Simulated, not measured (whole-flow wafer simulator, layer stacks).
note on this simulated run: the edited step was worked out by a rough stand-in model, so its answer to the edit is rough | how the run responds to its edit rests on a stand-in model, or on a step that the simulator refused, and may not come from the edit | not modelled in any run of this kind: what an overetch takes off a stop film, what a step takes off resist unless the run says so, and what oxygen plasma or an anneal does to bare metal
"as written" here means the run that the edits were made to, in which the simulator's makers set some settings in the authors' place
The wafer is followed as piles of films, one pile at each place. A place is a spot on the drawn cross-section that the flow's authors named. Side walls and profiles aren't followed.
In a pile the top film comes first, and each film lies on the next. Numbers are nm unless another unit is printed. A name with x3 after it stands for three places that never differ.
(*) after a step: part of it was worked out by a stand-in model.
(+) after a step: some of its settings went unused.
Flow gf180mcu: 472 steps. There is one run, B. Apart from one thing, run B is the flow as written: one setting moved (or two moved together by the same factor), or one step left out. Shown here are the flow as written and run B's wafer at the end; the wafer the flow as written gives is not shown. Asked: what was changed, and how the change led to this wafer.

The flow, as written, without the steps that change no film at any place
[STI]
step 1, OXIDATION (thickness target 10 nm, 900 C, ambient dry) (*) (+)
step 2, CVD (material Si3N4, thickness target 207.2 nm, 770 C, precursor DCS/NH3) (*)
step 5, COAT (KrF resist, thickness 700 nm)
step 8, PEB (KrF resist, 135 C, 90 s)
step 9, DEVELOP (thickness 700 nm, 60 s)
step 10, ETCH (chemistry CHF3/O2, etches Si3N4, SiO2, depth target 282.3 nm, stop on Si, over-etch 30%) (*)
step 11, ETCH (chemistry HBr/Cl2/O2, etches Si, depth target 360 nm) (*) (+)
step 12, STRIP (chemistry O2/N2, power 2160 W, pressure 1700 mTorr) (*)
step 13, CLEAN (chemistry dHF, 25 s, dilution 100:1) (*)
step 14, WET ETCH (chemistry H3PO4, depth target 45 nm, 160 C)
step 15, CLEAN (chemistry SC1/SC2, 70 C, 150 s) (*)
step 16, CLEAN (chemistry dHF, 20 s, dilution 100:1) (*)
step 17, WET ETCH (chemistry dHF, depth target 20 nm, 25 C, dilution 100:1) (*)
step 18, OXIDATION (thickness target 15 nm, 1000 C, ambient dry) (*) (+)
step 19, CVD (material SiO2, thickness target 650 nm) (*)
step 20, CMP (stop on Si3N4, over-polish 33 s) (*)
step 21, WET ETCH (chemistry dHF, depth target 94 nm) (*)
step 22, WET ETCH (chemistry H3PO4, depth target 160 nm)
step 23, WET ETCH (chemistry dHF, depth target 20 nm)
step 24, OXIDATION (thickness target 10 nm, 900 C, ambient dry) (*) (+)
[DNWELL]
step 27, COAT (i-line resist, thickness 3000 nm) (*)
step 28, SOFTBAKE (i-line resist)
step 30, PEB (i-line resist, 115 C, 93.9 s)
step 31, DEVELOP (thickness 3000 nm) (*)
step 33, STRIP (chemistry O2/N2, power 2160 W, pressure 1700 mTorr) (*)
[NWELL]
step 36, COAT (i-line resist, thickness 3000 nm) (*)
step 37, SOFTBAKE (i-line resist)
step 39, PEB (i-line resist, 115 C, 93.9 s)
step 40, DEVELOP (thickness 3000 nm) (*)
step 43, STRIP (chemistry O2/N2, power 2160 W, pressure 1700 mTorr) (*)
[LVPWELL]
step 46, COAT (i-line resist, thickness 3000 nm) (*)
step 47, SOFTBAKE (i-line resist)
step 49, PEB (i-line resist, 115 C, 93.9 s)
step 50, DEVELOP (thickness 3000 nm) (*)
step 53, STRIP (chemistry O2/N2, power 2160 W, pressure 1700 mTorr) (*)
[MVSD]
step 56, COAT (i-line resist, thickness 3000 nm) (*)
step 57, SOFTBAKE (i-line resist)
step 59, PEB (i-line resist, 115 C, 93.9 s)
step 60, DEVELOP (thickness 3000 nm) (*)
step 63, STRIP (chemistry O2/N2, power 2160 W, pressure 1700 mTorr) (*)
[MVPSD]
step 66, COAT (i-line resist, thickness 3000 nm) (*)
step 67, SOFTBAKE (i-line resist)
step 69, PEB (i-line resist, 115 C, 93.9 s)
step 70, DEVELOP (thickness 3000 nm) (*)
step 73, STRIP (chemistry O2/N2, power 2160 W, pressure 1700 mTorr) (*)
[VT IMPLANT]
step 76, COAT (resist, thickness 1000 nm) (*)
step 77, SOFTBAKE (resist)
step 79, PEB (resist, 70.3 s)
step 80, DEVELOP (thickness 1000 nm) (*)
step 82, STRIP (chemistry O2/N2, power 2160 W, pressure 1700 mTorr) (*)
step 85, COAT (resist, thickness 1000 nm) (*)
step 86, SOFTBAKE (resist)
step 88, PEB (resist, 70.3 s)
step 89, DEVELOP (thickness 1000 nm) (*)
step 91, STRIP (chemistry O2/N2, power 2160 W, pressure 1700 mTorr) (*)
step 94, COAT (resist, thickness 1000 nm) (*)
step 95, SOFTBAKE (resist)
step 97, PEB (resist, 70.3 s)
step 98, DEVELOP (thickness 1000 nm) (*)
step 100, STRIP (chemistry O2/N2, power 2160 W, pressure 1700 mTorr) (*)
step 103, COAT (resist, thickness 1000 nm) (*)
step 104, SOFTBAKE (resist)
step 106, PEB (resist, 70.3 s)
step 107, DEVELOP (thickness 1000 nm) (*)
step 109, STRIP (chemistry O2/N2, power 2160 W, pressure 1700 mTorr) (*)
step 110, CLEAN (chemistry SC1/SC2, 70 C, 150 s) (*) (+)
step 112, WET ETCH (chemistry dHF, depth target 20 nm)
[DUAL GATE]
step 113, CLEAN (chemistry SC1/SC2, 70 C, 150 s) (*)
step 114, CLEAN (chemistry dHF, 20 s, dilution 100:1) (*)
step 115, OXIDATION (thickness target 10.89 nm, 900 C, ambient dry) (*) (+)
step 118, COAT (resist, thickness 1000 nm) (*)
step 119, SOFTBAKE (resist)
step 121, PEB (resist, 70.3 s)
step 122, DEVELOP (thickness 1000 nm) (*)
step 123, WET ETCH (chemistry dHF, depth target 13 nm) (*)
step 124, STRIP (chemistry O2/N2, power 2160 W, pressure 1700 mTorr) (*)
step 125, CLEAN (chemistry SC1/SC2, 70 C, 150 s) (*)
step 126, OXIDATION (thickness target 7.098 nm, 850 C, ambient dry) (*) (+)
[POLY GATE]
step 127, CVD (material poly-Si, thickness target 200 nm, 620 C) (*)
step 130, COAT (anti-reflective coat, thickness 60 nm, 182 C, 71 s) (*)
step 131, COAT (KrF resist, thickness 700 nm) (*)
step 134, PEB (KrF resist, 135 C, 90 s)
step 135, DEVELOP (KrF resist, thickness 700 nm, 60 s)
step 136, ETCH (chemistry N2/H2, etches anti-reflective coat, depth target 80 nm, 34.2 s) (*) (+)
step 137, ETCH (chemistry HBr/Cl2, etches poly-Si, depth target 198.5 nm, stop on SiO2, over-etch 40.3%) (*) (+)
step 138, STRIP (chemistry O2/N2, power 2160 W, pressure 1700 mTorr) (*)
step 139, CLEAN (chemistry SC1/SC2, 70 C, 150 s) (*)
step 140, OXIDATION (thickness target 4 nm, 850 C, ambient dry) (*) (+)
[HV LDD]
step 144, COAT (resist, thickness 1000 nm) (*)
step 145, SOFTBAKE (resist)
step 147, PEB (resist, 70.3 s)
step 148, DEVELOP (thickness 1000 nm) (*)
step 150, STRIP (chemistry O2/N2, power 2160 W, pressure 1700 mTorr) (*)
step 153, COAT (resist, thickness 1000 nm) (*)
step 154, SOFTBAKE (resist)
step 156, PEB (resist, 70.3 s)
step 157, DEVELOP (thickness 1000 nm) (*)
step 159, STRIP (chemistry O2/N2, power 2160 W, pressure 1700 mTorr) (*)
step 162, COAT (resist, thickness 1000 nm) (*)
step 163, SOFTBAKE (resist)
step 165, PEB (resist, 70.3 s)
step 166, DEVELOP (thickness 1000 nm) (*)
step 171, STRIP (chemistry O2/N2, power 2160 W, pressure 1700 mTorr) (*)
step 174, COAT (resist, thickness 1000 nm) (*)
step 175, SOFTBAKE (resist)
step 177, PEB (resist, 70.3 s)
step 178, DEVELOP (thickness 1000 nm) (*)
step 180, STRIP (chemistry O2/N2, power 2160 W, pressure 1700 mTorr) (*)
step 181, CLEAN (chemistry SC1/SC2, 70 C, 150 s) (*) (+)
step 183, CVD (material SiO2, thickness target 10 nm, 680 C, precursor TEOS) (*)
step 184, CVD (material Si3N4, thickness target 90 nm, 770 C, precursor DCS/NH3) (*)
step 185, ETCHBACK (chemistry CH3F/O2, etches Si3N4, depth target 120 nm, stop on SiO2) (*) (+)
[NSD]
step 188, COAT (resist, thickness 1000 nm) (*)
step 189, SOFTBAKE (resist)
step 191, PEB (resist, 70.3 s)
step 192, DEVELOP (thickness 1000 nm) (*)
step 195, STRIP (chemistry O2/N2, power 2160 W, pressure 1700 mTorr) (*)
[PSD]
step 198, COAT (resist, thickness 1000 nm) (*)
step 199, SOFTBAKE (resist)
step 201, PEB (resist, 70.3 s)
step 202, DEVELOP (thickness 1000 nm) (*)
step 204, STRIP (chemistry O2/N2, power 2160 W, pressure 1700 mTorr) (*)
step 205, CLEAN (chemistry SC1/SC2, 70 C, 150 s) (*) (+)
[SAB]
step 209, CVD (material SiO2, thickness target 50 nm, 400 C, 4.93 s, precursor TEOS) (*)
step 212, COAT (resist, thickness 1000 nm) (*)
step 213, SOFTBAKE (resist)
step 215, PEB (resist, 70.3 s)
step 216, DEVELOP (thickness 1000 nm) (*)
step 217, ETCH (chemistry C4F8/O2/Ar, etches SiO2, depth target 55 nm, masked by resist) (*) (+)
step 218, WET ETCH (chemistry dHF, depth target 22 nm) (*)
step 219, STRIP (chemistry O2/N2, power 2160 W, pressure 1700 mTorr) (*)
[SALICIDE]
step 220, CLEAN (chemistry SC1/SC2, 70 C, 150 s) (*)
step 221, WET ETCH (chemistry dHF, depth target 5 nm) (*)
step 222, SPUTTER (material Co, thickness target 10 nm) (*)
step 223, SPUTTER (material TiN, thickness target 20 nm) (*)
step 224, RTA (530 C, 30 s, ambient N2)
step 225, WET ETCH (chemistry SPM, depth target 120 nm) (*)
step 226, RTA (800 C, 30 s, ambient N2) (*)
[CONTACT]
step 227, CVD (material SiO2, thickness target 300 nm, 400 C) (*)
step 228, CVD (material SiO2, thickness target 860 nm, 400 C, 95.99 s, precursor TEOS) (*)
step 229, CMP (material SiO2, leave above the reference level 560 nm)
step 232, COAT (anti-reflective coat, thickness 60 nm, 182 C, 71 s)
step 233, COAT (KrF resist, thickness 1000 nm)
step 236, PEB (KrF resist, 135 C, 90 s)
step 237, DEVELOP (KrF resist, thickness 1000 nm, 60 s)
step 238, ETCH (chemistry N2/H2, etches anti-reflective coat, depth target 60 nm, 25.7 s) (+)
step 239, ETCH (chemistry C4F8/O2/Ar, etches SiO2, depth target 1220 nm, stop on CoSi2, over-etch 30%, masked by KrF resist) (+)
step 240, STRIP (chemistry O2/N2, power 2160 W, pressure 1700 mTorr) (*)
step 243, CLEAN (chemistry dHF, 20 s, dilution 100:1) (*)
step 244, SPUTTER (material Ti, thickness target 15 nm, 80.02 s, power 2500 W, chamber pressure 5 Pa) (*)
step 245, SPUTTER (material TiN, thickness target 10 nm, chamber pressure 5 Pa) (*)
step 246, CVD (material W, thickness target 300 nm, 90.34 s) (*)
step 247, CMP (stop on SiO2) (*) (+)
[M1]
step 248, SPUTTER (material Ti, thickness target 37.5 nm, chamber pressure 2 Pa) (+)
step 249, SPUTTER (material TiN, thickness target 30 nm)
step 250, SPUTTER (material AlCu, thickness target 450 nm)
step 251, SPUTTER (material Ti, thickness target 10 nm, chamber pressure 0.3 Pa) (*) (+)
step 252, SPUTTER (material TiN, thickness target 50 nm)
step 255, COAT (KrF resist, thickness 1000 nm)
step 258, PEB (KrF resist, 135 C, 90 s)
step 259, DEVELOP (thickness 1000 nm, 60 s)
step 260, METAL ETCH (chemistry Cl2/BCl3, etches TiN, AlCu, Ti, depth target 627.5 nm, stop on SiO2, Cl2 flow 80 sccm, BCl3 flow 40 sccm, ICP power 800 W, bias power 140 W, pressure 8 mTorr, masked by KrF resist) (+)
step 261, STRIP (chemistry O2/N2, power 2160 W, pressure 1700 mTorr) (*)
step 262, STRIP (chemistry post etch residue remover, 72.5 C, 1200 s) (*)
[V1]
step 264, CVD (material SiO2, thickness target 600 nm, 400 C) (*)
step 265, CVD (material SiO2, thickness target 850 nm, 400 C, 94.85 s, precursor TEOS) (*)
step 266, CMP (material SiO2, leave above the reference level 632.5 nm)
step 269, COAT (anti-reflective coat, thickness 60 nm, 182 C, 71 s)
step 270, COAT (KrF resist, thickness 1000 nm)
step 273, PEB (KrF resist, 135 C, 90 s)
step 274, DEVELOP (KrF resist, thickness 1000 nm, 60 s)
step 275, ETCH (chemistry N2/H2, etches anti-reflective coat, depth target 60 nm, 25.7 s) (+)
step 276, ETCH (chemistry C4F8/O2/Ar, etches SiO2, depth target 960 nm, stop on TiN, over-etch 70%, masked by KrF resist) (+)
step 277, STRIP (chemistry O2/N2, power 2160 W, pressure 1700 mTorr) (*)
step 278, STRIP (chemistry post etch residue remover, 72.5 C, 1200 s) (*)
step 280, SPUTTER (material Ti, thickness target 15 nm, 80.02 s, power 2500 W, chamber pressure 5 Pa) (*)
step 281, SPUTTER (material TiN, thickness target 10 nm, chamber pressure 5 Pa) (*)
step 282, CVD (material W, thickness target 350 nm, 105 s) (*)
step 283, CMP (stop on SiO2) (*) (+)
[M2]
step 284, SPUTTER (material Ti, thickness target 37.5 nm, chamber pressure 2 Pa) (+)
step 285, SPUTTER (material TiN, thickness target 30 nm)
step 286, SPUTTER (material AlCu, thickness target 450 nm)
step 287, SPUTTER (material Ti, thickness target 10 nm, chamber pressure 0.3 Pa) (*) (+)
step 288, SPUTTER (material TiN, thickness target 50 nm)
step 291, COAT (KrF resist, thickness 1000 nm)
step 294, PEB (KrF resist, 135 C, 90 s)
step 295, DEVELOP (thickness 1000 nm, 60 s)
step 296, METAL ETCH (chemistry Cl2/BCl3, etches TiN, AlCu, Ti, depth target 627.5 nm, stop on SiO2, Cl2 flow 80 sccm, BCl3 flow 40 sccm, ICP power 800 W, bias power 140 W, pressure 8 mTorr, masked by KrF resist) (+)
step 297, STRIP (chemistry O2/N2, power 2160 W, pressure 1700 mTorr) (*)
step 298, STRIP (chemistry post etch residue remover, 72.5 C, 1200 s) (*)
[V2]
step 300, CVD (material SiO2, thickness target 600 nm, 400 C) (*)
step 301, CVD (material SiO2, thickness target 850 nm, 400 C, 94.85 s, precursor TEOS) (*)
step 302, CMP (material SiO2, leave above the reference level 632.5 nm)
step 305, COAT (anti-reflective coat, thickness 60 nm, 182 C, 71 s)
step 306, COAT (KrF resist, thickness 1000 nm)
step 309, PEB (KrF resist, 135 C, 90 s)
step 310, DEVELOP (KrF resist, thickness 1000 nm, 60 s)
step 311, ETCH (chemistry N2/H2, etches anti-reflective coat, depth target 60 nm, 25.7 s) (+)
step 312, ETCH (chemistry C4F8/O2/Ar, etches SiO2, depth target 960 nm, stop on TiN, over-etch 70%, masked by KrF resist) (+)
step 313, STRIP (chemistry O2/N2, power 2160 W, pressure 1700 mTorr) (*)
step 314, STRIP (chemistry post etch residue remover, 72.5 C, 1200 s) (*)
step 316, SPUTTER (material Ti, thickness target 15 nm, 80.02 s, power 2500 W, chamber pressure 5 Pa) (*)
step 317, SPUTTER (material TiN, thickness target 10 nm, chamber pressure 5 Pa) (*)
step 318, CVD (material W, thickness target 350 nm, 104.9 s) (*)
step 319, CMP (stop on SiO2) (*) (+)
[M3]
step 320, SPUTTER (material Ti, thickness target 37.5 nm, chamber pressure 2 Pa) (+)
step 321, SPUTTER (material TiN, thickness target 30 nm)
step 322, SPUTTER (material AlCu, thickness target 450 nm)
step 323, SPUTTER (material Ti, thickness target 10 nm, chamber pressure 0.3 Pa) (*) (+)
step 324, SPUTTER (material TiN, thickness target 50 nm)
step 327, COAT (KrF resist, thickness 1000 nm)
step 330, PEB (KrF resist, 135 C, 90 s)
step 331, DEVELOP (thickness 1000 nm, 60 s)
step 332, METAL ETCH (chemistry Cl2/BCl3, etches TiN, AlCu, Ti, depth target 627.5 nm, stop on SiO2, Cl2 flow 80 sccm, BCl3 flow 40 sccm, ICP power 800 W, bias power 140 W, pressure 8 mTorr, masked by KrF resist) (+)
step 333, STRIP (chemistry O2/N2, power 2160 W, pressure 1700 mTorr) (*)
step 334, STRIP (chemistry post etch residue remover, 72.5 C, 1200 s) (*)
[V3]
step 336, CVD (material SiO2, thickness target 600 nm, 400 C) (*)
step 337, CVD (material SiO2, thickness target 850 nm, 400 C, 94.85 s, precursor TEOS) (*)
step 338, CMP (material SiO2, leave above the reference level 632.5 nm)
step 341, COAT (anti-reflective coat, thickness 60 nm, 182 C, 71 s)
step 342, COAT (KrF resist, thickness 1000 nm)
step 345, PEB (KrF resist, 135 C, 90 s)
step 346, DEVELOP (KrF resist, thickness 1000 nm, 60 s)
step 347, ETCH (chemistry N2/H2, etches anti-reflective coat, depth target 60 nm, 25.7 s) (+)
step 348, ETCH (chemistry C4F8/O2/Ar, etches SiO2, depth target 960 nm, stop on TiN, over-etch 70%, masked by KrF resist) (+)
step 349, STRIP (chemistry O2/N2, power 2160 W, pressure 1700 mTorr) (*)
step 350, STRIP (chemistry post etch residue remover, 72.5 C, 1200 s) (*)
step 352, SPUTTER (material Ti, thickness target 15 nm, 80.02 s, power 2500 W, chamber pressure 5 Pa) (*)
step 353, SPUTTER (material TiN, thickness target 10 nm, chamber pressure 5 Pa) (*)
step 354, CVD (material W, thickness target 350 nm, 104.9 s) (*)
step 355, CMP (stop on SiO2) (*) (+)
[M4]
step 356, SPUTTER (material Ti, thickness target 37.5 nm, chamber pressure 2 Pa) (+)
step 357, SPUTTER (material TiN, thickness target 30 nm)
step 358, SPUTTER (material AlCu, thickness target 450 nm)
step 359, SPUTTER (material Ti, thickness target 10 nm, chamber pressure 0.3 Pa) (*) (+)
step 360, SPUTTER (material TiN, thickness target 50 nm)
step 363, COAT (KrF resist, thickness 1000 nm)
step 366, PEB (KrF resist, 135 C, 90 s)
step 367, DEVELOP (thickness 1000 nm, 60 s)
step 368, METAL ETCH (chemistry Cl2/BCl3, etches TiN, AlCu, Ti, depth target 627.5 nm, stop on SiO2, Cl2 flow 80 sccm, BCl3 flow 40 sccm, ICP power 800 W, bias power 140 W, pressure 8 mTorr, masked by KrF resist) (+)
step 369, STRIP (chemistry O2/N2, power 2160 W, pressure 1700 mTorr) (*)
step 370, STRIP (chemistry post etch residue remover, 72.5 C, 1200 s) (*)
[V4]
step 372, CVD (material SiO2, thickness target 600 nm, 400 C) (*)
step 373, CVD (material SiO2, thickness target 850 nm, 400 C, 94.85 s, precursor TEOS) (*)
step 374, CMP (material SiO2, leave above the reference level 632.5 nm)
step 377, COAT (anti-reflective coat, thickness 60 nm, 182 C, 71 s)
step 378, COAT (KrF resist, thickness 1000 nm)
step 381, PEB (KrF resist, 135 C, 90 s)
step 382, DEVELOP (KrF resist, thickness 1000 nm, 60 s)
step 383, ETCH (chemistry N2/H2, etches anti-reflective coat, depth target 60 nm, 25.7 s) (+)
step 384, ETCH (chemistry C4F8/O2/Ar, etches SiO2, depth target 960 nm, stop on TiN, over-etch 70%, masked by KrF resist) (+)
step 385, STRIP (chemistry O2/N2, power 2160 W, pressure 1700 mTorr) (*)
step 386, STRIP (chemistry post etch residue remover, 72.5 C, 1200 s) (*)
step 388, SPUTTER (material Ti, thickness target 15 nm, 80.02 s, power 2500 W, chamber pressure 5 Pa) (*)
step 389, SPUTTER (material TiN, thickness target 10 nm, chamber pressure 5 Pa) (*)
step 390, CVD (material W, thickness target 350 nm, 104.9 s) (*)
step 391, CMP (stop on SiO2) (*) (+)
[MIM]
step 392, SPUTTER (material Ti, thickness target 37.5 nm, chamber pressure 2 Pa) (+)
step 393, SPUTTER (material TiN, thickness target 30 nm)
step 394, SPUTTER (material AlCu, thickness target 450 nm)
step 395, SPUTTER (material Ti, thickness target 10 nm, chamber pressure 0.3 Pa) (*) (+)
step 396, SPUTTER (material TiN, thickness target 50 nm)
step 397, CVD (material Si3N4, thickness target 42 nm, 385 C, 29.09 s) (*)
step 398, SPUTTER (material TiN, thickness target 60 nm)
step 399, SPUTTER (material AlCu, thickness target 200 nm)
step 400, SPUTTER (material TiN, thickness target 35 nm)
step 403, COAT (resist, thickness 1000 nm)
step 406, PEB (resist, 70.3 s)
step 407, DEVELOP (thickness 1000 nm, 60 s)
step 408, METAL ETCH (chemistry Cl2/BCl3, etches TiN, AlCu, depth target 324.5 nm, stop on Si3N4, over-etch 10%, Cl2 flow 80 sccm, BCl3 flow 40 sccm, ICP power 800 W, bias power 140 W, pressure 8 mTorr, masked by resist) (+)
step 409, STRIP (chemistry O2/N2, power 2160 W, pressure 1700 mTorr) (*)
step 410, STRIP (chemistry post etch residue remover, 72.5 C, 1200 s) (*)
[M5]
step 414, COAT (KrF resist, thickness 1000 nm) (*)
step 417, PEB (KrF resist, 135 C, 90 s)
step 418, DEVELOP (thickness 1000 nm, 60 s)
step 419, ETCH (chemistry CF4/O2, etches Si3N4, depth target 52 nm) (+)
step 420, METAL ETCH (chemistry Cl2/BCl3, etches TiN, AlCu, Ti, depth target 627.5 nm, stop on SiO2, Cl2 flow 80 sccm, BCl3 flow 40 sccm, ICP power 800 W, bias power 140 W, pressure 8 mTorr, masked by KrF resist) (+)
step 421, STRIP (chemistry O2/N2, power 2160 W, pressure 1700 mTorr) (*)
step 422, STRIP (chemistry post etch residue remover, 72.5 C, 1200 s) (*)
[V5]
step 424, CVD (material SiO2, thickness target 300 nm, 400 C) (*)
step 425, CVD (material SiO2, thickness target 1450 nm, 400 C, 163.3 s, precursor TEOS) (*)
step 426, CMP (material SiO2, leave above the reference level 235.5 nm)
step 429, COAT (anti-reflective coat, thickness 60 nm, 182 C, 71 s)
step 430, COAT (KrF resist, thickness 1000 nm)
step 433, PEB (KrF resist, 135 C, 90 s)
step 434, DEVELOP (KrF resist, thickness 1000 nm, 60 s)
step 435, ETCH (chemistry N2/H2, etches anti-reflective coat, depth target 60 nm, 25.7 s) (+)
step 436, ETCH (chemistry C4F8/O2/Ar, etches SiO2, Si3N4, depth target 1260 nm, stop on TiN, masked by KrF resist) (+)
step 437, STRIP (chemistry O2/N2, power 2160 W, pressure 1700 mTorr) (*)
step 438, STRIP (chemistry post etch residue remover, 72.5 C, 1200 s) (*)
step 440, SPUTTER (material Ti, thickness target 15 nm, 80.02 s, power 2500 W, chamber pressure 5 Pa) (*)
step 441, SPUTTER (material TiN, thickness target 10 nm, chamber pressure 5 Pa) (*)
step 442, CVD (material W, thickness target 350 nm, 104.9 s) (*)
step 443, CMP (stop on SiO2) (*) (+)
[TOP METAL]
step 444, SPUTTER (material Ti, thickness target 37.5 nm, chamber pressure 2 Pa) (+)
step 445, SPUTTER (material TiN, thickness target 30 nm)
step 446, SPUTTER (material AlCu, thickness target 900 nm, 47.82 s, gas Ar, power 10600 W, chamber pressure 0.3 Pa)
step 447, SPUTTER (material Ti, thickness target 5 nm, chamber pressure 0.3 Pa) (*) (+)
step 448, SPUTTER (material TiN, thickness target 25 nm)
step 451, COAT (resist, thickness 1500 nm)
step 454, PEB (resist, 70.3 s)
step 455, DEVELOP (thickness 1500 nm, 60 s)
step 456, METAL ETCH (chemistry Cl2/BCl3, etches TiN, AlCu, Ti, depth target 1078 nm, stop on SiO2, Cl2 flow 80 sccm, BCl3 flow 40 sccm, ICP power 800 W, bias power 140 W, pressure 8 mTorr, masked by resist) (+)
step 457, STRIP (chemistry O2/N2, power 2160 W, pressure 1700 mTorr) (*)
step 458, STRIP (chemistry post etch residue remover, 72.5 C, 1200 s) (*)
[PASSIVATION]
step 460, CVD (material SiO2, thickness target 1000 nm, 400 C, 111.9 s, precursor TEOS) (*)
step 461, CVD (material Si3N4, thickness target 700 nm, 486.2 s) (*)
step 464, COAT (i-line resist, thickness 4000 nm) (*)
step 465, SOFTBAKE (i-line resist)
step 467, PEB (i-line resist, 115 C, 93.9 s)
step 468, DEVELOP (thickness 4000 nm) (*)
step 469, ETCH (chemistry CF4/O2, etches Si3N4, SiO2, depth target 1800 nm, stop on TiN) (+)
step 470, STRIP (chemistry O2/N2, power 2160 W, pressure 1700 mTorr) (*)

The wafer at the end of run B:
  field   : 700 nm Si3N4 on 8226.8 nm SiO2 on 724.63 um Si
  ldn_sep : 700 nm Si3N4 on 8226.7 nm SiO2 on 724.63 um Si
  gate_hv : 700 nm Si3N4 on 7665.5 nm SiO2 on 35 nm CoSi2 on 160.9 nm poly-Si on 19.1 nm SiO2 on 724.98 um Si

What caused this: step 115, OXIDATION: thickness target 16.22 nm was run, whereas the flow has thickness target 10.89 nm.

Step by step, how the change led to this:
  step 115, OXIDATION (thickness target 10.89 nm, 900 C, ambient dry) (*) (+)
      active, n_well, p_well and 40 more: SiO2 gains 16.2 (new film), Si loses 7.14 (as written it would have been: SiO2 gains 10.9 (new film), Si loses 4.79)
      sti, mim_1p0, pad and 19 more: SiO2 gains 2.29, Si loses 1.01 (as written it would have been: SiO2 gains 1.22, Si loses 0.54)
      (as well as at 27 more places)
  step 123, WET ETCH (chemistry dHF, depth target 13 nm) (*)
      active, n_well, p_well and 12 more: SiO2 loses 13 (as written it would have been: SiO2 loses 10.9 (all of it))
  step 124, STRIP (chemistry O2/N2, power 2160 W, pressure 1700 mTorr) (*)
      active, n_well, p_well and 12 more: nothing (as written it would have been: chemical SiO2 gains 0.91 (new film), Si loses 0.4)
  step 126, OXIDATION (thickness target 7.098 nm, 850 C, ambient dry) (*) (+)
      active, n_well, p_well and 12 more: SiO2 gains 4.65, Si loses 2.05 (as written it would have been: SiO2 gains 7.1 (new film), chemical SiO2 loses 0.76 (all of it), Si loses 2.79)
  step 130, COAT (anti-reflective coat, thickness 60 nm, 182 C, 71 s) (*)
      p_well, spacer, sd_n: anti-reflective coat gains 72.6 (new film) (as written it would have been: anti-reflective coat gains 70.9 (new film))
      ld_fp_p, ld_drift_p: anti-reflective coat gains 49 (new film) (as written it would have been: anti-reflective coat gains 47.8 (new film))
      (as well as at 6 more places)
  step 136, ETCH (chemistry N2/H2, etches anti-reflective coat, depth target 80 nm, 34.2 s) (*) (+)
      p_well, spacer, sd_n: anti-reflective coat loses 72.6 (all of it), poly-Si loses 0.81 (as written it would have been: anti-reflective coat loses 70.9 (all of it), poly-Si loses 0.85)
      field__w6: anti-reflective coat loses 56.5 (all of it), poly-Si loses 1.22 (as written it would have been: anti-reflective coat loses 55.2 (all of it), poly-Si loses 1.25)
      (as well as at 4 more places)
  step 138, STRIP (chemistry O2/N2, power 2160 W, pressure 1700 mTorr) (*)
      ld_fp_p: chemical SiO2 gains 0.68 (new film), KrF resist loses 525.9 (all of it), anti-reflective coat loses 49 (all of it), poly-Si loses 0.3 (as written it would have been: chemical SiO2 gains 0.68 (new film), KrF resist loses 526.2 (all of it), anti-reflective coat loses 47.8 (all of it), poly-Si loses 0.3)
      ldn_fp: chemical SiO2 gains 0.68 (new film), KrF resist loses 530 (all of it), anti-reflective coat loses 49.7 (all of it), poly-Si loses 0.3 (as written it would have been: chemical SiO2 gains 0.68 (new film), KrF resist loses 530.2 (all of it), anti-reflective coat loses 48.5 (all of it), poly-Si loses 0.3)
      (as well as at 1 more place)
  step 189, SOFTBAKE (resist)
      field__w9: resist loses 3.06 (as written it would have been: resist gains 6.92)
      active_nat: resist gains 9.32 (as written it would have been: resist gains 5.49)
  step 199, SOFTBAKE (resist)
      field__w9: resist loses 3.06 (as written it would have been: resist gains 6.92)
      active_nat: resist gains 9.32 (as written it would have been: resist gains 5.49)
  step 218, WET ETCH (chemistry dHF, depth target 22 nm) (*)
      ldn_tap, ldn_src, ldn_drn, ldp_tap, ldp_src, ldp_drn, ldp_gr: SiO2 loses 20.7 (all of it) (as written it would have been: SiO2 loses 16 (all of it))
      ld_drn_n, ld_sd_p: SiO2 loses 19.5 (all of it) (as written it would have been: SiO2 loses 14.8 (all of it))
      (as well as at 5 more places)
